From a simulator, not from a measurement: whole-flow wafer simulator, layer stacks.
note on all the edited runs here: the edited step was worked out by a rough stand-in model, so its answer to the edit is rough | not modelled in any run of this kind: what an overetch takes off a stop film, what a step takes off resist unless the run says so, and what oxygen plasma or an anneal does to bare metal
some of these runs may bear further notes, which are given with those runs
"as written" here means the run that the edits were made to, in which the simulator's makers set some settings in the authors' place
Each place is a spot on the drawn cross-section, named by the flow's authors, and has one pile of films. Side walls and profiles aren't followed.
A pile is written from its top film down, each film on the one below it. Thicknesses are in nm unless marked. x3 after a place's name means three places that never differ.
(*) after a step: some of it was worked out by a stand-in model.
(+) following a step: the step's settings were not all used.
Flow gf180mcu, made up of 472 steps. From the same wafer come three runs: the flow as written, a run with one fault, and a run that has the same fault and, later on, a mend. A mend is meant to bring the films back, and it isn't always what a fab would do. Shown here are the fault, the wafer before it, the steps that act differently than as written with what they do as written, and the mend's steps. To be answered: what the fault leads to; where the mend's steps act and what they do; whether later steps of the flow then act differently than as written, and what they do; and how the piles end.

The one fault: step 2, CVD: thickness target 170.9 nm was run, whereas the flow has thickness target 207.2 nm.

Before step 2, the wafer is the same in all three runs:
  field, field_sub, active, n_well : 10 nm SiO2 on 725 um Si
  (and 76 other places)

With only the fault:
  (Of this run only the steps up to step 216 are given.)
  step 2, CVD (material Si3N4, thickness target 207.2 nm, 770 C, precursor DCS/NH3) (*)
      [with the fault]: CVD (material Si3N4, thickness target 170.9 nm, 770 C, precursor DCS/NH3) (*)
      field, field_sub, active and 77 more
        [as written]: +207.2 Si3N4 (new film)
        [with the fault]: +170.9 Si3N4 (new film)
  Steps later in the flow that act otherwise than as written (32 more steps, not shown, differ only slightly: by at most 2% or 0.5 nm, whichever is larger):
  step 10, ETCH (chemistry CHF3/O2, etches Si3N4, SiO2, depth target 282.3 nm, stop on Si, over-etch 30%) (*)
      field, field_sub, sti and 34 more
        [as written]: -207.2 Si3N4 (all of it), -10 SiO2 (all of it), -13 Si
        [with the fault]: -170.9 Si3N4 (all of it), -10 SiO2 (all of it), -20.3 Si
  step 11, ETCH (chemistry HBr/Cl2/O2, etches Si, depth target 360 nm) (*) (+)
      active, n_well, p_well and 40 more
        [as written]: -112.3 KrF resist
        [with the fault]: -109.9 KrF resist
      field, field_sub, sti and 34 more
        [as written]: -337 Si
        [with the fault]: -329.7 Si
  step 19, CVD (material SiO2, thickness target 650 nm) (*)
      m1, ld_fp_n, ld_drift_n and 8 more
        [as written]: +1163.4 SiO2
        [with the fault]: +1127.1 SiO2
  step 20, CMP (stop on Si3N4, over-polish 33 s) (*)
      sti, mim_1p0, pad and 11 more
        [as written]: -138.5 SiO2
        [with the fault]: -174.7 SiO2
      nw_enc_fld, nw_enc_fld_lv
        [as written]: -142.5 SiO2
        [with the fault]: -178.7 SiO2
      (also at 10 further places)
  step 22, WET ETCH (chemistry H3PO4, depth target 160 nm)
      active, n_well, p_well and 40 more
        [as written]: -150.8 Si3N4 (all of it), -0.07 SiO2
        [with the fault]: -114.5 Si3N4 (all of it), -0.36 SiO2
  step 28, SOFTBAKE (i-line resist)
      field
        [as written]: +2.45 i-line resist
        [with the fault]: -0.16 i-line resist
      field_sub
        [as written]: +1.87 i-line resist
        [with the fault]: -0.13 i-line resist
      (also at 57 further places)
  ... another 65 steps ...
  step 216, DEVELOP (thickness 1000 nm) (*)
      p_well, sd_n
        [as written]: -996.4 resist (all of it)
        [with the fault]: -960.4 resist (all of it)
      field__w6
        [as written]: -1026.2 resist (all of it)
        [with the fault]: -1073.3 resist (all of it)
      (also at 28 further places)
  The piles after step 216 differ from the flow's at field, field__w1, field__w2 and 67 more by more than 2% or 0.5 nm, whichever is larger.
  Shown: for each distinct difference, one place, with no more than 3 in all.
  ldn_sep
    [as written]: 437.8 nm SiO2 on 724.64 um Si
    [with the fault]: 401.8 nm SiO2 on 724.64 um Si
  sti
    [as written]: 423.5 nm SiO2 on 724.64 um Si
    [with the fault]: 387.5 nm SiO2 on 724.64 um Si
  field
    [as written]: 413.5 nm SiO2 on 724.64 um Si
    [with the fault]: 377.5 nm SiO2 on 724.64 um Si

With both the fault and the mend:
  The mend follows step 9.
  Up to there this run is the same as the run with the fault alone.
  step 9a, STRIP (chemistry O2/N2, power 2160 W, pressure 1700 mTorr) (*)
      active, n_well, p_well and 40 more
        -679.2 KrF resist (all of it)
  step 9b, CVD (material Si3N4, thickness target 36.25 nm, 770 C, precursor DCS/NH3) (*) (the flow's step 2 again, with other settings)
      field, field_sub, active and 77 more
        +36.2 Si3N4
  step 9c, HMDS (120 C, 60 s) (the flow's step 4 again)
      does not change any film at any place that is followed
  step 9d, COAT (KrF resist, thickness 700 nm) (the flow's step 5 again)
      field, field_sub, active and 77 more
        +700 KrF resist (new film)
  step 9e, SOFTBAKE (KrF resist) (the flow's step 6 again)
      does not change any film at any place that is followed
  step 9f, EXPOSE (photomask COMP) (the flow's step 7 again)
      does not change any film at any place that is followed
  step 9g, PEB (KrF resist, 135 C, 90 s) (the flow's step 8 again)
      field, field_sub, active and 77 more
        -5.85 KrF resist
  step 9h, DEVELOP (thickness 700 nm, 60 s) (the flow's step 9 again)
      active, n_well, p_well and 40 more
        -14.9 KrF resist
      field, field_sub, sti and 34 more
        -694.2 KrF resist (all of it)
  None of the later steps of the flow differs from how it acts as written, at any place that is followed, by more than 2% or 0.5 nm, whichever is larger.
  By the end, the piles equal the flow's at every place that both follow.
